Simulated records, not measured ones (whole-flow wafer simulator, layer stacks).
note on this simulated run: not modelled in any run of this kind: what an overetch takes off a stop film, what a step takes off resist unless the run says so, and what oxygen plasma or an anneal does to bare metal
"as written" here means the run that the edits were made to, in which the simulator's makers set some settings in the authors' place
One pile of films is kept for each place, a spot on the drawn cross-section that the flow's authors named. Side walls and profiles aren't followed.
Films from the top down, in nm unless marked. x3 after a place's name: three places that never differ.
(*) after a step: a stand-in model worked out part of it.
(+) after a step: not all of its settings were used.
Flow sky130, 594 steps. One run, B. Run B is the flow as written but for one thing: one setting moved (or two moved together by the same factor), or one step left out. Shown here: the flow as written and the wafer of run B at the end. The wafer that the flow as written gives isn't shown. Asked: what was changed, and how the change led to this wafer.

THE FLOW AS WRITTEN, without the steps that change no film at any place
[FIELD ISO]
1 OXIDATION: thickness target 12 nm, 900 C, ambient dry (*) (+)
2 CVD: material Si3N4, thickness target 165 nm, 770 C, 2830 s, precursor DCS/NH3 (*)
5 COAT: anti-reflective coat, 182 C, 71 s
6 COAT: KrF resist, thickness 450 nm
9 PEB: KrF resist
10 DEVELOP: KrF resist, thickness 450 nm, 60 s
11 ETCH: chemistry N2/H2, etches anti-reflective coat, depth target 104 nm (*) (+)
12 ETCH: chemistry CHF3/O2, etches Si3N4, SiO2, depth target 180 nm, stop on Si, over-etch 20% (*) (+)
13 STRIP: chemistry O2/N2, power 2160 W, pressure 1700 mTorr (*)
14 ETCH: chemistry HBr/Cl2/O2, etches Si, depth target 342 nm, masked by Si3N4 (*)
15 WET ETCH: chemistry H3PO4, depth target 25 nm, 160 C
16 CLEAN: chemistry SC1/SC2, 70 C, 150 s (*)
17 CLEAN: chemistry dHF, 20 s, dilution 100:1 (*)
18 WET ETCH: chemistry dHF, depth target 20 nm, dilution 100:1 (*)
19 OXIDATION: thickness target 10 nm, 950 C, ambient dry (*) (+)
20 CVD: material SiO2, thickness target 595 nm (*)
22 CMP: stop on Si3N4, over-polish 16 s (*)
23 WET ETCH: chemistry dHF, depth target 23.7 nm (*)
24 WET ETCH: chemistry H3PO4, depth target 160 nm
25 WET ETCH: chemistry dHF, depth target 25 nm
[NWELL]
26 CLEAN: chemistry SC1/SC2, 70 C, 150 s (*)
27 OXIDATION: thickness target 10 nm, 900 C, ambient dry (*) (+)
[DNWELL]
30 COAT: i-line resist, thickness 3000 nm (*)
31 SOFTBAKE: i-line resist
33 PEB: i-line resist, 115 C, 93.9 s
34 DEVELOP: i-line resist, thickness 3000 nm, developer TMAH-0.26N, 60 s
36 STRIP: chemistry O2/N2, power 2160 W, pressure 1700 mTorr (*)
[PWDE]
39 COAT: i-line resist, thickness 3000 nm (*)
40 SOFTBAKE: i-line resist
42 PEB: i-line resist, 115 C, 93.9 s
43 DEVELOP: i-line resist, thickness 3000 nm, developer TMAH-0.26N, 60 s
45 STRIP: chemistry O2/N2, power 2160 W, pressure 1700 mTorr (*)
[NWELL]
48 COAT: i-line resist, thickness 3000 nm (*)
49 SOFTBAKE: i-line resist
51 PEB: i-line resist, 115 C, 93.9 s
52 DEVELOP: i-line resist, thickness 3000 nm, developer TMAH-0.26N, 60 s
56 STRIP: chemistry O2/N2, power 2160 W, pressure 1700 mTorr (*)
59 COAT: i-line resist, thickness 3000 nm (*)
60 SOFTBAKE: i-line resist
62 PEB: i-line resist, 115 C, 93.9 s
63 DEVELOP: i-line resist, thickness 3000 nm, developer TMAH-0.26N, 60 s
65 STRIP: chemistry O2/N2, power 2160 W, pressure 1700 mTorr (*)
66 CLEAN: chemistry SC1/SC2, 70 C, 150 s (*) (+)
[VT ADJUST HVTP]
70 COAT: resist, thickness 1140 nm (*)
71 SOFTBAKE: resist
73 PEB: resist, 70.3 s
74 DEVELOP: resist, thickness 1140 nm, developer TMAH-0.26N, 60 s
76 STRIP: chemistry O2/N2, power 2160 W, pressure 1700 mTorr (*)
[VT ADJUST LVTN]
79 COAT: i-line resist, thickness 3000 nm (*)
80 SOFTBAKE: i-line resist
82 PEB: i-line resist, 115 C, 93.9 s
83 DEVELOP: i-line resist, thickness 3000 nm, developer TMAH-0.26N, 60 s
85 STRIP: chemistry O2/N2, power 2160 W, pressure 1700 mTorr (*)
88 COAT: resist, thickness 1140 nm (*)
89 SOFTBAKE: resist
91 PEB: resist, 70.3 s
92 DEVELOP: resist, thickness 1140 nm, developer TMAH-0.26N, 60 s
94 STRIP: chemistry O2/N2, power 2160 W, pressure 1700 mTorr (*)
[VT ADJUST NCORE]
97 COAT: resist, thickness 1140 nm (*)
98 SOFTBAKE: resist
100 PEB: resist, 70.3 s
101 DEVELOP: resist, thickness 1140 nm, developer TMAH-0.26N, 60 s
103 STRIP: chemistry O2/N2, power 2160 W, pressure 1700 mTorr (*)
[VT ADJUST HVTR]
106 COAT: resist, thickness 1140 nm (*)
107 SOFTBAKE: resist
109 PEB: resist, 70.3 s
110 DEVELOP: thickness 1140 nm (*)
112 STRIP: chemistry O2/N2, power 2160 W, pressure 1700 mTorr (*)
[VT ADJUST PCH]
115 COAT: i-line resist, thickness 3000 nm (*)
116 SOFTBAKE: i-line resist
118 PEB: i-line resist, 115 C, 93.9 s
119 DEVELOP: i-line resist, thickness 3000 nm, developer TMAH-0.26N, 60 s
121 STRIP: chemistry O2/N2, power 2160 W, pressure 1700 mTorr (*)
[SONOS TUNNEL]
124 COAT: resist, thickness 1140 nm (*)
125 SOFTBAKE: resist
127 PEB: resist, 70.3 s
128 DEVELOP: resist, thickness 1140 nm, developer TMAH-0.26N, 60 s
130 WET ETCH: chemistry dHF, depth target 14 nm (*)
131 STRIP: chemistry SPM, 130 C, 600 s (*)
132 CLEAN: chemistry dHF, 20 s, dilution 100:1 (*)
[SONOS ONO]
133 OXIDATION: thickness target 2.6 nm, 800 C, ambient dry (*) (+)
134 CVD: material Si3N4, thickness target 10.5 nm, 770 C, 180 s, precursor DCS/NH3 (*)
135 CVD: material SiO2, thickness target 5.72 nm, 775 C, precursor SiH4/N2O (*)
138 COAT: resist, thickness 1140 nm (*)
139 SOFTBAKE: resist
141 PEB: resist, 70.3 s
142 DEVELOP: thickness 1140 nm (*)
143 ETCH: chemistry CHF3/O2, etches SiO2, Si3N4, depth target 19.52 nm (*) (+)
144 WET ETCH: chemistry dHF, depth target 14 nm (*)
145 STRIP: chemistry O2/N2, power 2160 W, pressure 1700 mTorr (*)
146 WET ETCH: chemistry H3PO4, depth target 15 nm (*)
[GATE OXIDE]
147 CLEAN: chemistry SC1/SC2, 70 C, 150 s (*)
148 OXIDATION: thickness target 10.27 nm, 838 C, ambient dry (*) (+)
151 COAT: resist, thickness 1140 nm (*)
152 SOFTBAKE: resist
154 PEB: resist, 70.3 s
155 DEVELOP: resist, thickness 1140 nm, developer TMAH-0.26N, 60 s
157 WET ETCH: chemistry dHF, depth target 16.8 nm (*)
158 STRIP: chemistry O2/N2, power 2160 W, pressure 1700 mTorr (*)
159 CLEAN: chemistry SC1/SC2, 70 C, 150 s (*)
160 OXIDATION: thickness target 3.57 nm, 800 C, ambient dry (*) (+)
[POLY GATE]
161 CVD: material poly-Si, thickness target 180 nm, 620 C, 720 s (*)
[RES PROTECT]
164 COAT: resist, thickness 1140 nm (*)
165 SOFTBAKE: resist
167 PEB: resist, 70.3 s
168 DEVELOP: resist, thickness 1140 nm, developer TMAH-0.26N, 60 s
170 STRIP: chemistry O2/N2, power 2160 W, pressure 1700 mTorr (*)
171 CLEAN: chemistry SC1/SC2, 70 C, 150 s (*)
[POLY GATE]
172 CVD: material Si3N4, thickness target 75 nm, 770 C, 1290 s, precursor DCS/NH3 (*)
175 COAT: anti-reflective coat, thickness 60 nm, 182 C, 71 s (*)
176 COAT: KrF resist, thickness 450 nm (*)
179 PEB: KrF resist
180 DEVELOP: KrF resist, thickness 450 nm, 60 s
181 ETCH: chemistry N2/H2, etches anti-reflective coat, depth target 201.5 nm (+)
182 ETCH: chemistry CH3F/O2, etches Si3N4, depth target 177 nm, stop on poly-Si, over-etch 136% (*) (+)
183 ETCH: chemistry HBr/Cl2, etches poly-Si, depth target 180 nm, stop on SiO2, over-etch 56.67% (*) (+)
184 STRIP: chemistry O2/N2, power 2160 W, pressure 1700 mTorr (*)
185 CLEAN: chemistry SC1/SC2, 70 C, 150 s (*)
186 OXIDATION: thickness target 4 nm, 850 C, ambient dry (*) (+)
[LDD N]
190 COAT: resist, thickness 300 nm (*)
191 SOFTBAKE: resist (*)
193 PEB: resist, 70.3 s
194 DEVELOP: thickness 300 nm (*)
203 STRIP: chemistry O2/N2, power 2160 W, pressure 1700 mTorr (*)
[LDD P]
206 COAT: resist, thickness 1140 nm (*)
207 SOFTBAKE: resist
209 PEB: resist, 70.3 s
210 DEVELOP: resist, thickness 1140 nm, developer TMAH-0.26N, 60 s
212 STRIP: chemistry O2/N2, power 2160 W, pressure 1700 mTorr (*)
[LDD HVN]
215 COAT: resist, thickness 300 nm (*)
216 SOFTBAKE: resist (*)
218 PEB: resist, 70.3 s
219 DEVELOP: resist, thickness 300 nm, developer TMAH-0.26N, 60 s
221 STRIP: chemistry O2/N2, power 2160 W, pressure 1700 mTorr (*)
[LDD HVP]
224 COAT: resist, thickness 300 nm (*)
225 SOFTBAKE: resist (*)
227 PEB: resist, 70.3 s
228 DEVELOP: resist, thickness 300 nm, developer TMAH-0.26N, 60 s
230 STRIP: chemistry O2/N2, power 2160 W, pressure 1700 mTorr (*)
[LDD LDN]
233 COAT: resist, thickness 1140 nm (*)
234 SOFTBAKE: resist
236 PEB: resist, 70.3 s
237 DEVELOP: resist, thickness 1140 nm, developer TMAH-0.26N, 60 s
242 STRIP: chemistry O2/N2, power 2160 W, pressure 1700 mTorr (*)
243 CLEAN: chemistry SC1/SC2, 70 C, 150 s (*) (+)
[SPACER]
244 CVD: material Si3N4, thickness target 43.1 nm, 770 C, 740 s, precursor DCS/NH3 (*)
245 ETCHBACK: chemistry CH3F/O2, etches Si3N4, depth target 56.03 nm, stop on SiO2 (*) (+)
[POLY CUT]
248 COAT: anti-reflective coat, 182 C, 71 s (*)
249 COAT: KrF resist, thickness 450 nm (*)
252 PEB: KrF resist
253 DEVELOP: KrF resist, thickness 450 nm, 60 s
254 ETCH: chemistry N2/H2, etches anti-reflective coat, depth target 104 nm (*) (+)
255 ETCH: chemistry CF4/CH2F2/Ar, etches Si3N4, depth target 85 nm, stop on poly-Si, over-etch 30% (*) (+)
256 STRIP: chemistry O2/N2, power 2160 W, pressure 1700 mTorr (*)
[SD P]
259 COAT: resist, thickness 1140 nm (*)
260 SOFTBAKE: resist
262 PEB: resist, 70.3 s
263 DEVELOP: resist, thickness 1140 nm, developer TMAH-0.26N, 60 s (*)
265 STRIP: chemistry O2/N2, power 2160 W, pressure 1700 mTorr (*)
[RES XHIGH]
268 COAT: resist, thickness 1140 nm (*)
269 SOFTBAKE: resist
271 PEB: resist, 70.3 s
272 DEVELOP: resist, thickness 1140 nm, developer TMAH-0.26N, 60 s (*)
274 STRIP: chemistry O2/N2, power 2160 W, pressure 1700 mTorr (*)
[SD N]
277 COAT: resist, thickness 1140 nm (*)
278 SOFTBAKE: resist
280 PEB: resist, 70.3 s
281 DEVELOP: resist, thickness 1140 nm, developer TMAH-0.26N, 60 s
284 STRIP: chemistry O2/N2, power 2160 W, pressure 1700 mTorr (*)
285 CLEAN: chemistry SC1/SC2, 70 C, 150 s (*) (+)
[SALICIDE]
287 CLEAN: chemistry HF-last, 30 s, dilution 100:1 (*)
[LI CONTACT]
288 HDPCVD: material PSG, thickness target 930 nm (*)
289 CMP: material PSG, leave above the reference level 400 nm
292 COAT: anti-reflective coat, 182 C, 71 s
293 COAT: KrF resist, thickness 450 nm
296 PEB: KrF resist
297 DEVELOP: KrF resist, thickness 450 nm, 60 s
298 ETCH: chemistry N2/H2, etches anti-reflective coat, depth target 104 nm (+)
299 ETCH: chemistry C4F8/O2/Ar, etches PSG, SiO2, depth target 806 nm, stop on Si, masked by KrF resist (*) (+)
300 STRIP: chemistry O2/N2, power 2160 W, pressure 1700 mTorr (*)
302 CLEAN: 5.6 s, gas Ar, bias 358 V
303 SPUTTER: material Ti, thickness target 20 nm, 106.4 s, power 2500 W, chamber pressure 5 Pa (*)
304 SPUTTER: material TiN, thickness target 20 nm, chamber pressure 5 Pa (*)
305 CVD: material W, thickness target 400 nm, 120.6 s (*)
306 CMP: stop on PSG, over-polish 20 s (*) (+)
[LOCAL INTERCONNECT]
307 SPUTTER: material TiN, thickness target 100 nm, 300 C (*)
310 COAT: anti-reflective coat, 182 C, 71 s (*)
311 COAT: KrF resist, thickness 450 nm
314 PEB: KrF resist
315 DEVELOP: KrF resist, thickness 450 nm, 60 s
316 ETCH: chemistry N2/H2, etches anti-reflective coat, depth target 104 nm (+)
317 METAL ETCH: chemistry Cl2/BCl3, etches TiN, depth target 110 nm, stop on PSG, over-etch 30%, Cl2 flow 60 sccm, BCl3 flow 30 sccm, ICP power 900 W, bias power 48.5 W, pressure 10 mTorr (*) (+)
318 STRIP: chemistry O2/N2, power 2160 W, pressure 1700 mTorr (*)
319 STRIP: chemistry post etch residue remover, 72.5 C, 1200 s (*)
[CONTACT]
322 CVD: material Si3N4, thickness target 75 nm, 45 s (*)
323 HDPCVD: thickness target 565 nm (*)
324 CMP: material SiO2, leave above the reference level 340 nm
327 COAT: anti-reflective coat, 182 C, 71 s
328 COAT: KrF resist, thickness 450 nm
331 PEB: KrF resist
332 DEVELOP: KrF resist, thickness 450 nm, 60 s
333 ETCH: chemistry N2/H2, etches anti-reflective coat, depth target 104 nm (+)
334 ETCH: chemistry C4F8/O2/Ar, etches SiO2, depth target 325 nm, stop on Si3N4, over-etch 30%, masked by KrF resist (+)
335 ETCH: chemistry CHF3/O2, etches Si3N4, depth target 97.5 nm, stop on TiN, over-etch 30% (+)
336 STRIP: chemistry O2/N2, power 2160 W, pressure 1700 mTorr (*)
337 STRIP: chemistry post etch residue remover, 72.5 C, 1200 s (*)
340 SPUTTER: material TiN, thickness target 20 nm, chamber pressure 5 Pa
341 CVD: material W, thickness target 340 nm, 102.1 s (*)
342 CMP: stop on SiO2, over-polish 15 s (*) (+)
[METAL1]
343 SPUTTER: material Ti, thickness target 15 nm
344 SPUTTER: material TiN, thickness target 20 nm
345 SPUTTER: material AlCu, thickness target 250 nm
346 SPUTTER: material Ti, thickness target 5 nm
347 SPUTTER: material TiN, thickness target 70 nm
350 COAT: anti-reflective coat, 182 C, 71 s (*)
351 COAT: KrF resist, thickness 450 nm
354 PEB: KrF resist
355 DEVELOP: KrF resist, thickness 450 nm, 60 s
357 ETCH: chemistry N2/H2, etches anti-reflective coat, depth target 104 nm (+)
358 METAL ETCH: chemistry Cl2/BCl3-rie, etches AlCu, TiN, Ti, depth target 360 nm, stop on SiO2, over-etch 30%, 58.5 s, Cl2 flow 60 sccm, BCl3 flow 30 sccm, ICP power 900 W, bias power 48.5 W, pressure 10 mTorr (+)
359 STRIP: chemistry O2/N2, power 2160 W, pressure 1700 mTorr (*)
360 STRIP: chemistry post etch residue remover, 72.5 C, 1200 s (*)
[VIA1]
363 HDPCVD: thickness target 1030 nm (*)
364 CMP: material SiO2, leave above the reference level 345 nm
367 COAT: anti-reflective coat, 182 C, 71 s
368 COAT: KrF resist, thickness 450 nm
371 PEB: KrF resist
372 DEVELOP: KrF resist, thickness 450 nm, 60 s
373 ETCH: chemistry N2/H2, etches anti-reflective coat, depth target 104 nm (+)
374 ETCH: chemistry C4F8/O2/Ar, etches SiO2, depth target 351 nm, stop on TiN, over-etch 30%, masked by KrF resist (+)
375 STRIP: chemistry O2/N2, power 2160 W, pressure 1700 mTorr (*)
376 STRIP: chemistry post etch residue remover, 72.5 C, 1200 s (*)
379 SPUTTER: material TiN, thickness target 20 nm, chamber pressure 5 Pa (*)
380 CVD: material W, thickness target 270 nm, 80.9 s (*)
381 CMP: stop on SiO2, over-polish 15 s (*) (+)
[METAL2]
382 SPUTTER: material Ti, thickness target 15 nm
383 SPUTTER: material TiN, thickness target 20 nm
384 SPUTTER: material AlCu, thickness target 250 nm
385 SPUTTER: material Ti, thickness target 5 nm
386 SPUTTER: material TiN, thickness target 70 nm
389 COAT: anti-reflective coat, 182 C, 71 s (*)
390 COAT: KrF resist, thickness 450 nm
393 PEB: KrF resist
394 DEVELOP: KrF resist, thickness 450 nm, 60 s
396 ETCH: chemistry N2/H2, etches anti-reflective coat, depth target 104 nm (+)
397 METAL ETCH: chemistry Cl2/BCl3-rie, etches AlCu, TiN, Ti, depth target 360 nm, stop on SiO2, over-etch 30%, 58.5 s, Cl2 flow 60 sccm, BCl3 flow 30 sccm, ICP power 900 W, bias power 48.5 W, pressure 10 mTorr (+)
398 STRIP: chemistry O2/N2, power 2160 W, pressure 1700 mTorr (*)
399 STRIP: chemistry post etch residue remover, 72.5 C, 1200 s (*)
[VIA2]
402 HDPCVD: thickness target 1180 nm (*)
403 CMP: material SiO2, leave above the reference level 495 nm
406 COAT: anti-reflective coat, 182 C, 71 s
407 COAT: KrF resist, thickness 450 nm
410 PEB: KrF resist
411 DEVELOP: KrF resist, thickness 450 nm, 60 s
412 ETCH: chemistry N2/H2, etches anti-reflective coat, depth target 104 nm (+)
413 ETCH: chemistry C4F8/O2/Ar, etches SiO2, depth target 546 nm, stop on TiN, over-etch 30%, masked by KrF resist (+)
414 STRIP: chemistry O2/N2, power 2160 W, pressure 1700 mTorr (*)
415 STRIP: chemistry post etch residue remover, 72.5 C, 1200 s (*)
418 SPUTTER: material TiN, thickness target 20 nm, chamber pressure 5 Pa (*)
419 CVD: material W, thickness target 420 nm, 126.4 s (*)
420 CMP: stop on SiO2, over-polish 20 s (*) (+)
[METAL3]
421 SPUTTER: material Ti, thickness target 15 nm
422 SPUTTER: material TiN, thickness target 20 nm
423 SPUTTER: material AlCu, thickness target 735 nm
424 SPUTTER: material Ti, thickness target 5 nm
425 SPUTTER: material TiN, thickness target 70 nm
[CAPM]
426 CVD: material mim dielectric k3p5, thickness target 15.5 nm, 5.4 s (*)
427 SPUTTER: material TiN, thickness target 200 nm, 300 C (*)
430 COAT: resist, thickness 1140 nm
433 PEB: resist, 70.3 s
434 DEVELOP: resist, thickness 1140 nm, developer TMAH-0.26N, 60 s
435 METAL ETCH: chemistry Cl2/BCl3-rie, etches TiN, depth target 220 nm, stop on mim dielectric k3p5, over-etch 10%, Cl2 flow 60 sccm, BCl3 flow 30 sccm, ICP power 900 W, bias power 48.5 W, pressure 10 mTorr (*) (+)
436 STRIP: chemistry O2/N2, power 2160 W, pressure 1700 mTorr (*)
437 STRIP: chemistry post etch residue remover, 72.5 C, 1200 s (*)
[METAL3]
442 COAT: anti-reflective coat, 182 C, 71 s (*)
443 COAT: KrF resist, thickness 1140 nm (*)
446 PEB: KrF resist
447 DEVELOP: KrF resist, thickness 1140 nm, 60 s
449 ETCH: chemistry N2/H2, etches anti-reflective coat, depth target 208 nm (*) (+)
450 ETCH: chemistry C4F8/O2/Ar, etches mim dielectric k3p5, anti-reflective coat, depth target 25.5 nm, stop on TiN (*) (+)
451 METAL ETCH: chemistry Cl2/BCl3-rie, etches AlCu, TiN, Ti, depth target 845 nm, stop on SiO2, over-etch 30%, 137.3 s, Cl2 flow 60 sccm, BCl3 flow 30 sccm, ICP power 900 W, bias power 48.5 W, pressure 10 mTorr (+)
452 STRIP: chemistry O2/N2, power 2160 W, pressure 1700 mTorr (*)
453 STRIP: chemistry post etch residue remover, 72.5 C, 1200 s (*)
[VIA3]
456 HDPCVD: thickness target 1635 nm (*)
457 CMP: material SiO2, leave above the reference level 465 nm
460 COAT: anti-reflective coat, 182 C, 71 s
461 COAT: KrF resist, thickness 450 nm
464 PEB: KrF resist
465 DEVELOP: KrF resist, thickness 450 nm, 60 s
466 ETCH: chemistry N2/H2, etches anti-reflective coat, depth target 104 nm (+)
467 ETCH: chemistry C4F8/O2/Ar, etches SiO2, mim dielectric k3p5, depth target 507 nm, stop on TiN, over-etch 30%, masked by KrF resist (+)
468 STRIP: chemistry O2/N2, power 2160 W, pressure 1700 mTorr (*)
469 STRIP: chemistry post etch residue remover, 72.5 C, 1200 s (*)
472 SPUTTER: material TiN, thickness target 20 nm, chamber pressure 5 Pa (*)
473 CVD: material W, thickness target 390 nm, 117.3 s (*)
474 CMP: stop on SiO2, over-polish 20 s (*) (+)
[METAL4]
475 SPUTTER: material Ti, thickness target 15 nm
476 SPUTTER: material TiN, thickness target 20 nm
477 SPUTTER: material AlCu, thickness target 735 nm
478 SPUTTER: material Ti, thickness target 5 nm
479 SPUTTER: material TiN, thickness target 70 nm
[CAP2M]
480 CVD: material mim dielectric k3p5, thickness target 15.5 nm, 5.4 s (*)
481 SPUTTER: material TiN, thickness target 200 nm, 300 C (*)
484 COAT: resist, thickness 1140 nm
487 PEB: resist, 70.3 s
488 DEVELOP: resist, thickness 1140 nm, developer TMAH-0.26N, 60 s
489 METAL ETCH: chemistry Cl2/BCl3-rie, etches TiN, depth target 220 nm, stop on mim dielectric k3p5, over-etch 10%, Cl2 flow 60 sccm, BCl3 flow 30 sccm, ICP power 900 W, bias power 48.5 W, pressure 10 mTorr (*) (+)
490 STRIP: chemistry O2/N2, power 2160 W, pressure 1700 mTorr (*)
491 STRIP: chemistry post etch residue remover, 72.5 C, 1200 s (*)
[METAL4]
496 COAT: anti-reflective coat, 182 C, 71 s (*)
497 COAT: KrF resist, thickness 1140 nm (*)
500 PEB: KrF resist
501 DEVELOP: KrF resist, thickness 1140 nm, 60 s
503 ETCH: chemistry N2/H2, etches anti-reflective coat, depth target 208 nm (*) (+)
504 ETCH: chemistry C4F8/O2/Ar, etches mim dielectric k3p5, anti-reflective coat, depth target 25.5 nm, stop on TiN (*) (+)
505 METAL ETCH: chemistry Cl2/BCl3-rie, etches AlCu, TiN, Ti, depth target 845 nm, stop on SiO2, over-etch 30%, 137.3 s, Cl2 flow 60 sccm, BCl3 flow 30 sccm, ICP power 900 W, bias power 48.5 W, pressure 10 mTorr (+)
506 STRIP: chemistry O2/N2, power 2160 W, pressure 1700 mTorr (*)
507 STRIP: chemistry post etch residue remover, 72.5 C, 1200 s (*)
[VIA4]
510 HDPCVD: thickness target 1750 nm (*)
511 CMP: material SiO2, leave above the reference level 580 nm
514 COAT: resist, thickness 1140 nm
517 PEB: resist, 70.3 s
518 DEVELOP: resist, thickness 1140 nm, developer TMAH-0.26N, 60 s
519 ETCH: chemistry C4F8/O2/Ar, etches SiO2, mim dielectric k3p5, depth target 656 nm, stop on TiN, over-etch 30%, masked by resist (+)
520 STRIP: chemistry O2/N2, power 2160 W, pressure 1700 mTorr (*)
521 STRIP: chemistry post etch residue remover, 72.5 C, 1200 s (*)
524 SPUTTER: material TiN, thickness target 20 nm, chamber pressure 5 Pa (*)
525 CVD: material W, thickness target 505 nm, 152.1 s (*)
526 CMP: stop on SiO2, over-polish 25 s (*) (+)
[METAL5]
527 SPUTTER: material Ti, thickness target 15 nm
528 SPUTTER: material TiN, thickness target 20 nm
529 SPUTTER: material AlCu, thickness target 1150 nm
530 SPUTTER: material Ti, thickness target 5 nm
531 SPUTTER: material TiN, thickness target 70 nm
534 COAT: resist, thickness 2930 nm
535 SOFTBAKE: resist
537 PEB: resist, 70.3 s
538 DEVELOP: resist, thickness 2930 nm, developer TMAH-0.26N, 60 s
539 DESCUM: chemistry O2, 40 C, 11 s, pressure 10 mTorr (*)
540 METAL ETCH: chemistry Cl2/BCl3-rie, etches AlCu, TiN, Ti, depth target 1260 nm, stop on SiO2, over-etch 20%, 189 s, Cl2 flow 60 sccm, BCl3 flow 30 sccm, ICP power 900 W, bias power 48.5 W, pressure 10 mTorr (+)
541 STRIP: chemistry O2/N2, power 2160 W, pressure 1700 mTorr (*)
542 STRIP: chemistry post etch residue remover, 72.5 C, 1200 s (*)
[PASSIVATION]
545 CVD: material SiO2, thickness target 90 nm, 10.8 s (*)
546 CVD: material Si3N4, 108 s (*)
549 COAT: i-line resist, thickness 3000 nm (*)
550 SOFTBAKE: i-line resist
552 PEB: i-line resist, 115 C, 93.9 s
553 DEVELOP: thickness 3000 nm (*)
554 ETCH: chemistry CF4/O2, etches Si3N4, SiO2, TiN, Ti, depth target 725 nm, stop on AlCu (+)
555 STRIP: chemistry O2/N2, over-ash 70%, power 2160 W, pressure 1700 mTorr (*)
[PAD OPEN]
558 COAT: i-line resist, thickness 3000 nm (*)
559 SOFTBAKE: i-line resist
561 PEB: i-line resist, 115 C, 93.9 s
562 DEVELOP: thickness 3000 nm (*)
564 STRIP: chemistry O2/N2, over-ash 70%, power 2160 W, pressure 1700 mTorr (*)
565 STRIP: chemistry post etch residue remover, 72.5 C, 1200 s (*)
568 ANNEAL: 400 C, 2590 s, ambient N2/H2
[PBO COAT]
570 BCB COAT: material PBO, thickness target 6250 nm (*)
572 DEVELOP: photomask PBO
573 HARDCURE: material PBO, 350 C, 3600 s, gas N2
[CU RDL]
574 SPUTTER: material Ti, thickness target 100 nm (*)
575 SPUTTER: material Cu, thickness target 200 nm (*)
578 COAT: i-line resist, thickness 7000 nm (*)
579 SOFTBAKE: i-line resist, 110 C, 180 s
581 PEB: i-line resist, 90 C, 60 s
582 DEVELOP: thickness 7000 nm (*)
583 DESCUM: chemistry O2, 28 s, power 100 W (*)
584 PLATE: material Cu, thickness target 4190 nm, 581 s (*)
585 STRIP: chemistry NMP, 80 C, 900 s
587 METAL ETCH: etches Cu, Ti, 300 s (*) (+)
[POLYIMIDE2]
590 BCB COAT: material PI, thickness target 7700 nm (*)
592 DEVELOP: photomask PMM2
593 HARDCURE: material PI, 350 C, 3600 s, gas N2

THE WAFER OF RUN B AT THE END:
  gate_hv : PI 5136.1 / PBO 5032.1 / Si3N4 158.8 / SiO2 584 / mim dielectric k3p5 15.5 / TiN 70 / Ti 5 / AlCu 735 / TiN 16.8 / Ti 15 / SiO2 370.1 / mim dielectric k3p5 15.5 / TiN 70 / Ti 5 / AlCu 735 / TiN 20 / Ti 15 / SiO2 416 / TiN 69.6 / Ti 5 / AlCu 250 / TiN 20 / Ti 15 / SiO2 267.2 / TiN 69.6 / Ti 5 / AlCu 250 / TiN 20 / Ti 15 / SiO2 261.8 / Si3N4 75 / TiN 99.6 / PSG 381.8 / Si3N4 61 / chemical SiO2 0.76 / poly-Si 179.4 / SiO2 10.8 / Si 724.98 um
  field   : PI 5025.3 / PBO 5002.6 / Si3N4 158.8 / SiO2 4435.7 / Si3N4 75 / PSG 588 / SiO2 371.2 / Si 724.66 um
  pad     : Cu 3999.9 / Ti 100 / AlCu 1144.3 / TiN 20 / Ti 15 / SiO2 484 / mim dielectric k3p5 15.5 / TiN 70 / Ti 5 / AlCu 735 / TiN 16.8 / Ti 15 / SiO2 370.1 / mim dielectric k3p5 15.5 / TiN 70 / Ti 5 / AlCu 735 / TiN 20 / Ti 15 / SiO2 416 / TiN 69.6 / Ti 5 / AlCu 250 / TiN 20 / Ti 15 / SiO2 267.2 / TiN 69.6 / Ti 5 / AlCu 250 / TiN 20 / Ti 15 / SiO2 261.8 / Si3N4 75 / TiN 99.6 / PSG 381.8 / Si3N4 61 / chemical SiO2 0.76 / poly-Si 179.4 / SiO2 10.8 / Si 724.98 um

The cause: step 476, SPUTTER: thickness target 16.8 nm was run, where the flow has thickness target 20 nm.
It can be read off the wafer: gate_hv has TiN 16.8, and step 476 as written asks for 20 nm.

How the change led to this, step by step:
  476 SPUTTER: material TiN, thickness target 20 nm
      field, active, n_well and 189 more: TiN +16.8 (new film) (as written it would be: TiN +20 (new film))
  505 METAL ETCH: chemistry Cl2/BCl3-rie, etches AlCu, TiN, Ti, depth target 845 nm, stop on SiO2, over-etch 30%, 137.3 s, Cl2 flow 60 sccm, BCl3 flow 30 sccm, ICP power 900 W, bias power 48.5 W, pressure 10 mTorr (+)
      field, gate, spacer and 68 more: TiN -70 (all of it), Ti -5 (all of it), AlCu -735 (all of it), TiN -16.8 (all of it), Ti -15 (all of it), SiO2 -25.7 (as written it would be: TiN -70 (all of it), Ti -5 (all of it), AlCu -735 (all of it), TiN -20 (all of it), Ti -15 (all of it), SiO2 -25.4)
      active, vpp_iso1, mim_edge_plate and 14 more: TiN -70 (all of it), Ti -5 (all of it), AlCu -735 (all of it), TiN -16.8 (all of it), Ti -15 (all of it), SiO2 -25.7 (as written it would be: TiN -70 (all of it), Ti -5 (all of it), AlCu -735 (all of it), TiN -20 (all of it), Ti -15 (all of it), SiO2 -25.3)
